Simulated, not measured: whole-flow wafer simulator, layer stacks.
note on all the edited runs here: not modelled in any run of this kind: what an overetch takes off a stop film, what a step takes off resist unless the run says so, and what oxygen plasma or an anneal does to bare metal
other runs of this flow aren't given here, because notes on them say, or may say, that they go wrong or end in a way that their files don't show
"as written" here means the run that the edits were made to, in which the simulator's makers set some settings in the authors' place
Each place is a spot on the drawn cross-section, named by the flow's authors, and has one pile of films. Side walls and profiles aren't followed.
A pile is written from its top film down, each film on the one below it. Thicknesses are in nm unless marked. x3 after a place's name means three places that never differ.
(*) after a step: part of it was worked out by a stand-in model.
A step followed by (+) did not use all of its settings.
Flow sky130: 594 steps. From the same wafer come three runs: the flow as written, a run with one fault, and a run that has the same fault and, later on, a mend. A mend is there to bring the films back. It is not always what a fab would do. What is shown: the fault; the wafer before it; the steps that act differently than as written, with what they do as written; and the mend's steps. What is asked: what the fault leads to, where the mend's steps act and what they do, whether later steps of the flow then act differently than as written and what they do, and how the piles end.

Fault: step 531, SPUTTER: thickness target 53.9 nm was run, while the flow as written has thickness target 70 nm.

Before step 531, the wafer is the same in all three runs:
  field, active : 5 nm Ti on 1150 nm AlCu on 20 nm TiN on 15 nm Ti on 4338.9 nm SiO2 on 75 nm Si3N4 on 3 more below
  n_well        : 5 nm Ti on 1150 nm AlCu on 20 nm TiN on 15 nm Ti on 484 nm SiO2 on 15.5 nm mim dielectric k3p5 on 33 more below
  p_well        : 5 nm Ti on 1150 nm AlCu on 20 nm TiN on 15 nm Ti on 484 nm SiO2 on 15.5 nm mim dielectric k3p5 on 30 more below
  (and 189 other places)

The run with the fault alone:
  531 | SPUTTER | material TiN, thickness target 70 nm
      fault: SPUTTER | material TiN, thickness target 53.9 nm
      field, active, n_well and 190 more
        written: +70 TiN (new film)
        fault: +53.9 TiN (new film)
  Steps later in the flow that act otherwise than as written (18 other steps are not shown; they differ only slightly, by no more than 2% or 0.5 nm, whichever is larger):
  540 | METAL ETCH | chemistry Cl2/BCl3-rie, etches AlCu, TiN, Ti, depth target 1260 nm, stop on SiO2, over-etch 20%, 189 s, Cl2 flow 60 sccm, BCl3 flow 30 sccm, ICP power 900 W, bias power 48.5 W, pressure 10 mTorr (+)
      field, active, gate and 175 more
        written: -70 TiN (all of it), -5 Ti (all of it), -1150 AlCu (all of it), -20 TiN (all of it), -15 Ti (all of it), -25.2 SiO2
        fault: -53.9 TiN (all of it), -5 Ti (all of it), -1150 AlCu (all of it), -20 TiN (all of it), -15 Ti (all of it), -26.8 SiO2
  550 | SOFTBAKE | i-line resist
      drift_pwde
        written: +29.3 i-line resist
        fault: +28.7 i-line resist
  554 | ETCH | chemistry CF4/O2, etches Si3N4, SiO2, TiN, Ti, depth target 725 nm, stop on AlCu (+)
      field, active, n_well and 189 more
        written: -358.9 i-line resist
        fault: -342.8 i-line resist
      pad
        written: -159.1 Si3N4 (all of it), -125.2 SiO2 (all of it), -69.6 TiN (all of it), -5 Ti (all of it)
        fault: -159.1 Si3N4 (all of it), -125.2 SiO2 (all of it), -53.5 TiN (all of it), -5 Ti (all of it)
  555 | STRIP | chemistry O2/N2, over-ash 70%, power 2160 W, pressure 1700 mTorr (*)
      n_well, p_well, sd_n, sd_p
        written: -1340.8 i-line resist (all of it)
        fault: -1371.1 i-line resist (all of it)
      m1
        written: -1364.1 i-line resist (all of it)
        fault: -1394 i-line resist (all of it)
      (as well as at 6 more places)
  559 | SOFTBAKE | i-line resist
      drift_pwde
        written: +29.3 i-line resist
        fault: +28.7 i-line resist
  By the end, the piles at n_well, p_well, sd_n and 11 more depart from the flow's by more than 2% or 0.5 nm, whichever is larger.
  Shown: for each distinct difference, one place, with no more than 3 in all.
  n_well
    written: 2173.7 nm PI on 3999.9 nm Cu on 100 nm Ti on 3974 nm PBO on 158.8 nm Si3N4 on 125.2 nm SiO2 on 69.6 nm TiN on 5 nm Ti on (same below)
    fault: 2175.6 nm PI on 3999.9 nm Cu on 100 nm Ti on 3985.6 nm PBO on 158.8 nm Si3N4 on 125.2 nm SiO2 on 53.5 nm TiN on 5 nm Ti on (same below)
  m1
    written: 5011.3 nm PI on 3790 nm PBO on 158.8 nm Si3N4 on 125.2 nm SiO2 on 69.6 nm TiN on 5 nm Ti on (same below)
    fault: 5012.1 nm PI on 3803.3 nm PBO on 158.8 nm Si3N4 on 125.2 nm SiO2 on 53.5 nm TiN on 5 nm Ti on (same below)
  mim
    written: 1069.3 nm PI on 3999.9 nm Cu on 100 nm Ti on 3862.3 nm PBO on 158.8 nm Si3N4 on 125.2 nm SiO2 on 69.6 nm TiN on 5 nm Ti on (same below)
    fault: 1070.8 nm PI on 3999.9 nm Cu on 100 nm Ti on 3874.7 nm PBO on 158.8 nm Si3N4 on 125.2 nm SiO2 on 53.5 nm TiN on 5 nm Ti on (same below)

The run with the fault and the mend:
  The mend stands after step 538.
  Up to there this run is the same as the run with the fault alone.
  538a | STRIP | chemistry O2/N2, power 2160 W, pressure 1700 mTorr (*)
      n_well, p_well, sd_n and 9 more
        -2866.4 resist (all of it)
      m1, via4_hole
        -2868.5 resist (all of it)
      via4_enc
        -2866.3 resist (all of it)
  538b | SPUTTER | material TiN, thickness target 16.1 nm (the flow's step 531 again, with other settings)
      field, active, n_well and 190 more
        +16.1 TiN
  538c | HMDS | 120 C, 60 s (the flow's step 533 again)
      leaves every film unchanged at each place that is followed
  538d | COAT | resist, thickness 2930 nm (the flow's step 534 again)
      n_well, p_well, gate_hv and 172 more
        +2930 resist (new film)
      field, active, gate and 13 more
        +2929.9 resist (new film)
      m1, via4_hole
        +2932.1 resist (new film)
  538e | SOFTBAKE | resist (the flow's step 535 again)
      field, active, gate, spacer, m1, sonos_cell, sonos_guard, sonos_guard_hv
        +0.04 resist
      nwell_res
        +0.03 resist
      pplus_nw
        +0.02 resist
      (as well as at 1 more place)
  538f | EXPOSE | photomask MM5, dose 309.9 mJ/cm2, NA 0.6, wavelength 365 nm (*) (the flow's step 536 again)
      leaves every film unchanged at each place that is followed
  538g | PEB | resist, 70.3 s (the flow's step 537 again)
      field, active, n_well and 188 more
        -63.6 resist
      m1, via4_hole
        -63.7 resist
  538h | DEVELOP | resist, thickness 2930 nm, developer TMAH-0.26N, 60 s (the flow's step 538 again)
      field, active, gate and 168 more
        -2866.4 resist (all of it)
      via1_hole, via1_enc, via2_hole, via2_enc, via3_hole, via3_enc, via_li1
        -2866.3 resist (all of it)
  Every later step of the flow that is run acts as written at every place that is followed.
  The piles end the same as the flow's at every place that both follow.
